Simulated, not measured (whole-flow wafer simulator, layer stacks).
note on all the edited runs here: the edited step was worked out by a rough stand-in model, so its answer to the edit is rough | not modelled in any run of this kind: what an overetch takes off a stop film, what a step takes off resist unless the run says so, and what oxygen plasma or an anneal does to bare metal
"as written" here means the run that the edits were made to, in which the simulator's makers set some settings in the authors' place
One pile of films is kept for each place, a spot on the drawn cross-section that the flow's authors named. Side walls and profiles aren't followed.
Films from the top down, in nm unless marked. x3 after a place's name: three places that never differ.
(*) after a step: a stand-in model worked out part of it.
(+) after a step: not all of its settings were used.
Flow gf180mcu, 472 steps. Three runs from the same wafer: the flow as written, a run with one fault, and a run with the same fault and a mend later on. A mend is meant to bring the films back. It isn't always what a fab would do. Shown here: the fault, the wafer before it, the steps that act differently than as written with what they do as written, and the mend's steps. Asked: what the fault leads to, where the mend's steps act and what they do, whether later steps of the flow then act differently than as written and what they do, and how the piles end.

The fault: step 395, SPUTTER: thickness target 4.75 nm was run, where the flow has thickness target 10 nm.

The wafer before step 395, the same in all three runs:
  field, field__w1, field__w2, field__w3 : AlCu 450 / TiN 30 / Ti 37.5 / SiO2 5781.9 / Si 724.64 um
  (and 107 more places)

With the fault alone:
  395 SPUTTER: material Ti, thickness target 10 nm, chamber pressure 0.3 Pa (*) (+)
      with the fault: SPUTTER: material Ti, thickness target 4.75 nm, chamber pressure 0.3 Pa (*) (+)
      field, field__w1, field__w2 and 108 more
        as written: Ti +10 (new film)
        with the fault: Ti +4.75 (new film)
  Later steps of the flow that act differently than as written (2 more steps differ only slightly, by at most 2% or 0.5 nm, whichever is larger, and aren't shown):
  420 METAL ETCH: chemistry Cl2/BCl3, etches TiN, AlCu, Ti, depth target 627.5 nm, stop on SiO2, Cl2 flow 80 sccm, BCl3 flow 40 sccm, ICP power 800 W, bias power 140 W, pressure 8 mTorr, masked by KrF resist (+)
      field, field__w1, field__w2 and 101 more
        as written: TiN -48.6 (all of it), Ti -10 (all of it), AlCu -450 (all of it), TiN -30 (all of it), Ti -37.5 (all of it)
        with the fault: TiN -48.6 (all of it), Ti -4.75 (all of it), AlCu -450 (all of it), TiN -30 (all of it), Ti -37.5 (all of it)
  At the end the piles differ from the flow's by more than 2% or 0.5 nm, whichever is larger, at field__w4, field__w8, contact, m1, m1__w1, mim, mim_1p0, m1_nw.
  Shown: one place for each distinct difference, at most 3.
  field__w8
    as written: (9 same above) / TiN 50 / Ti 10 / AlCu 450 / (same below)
    with the fault: (9 same above) / TiN 50 / Ti 4.75 / AlCu 450 / (same below)
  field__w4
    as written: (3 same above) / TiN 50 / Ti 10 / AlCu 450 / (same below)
    with the fault: (3 same above) / TiN 50 / Ti 4.75 / AlCu 450 / (same below)
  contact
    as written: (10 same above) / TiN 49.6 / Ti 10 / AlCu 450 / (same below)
    with the fault: (10 same above) / TiN 49.6 / Ti 4.75 / AlCu 450 / (same below)

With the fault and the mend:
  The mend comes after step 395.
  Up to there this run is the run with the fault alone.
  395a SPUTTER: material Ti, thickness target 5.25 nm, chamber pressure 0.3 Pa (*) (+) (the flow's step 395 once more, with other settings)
      field, field__w1, field__w2 and 108 more
        Ti +5.25
  No later step of the flow acts differently than as written at any place that is followed.
  At the end the piles are the same as the flow's at every place that both follow.
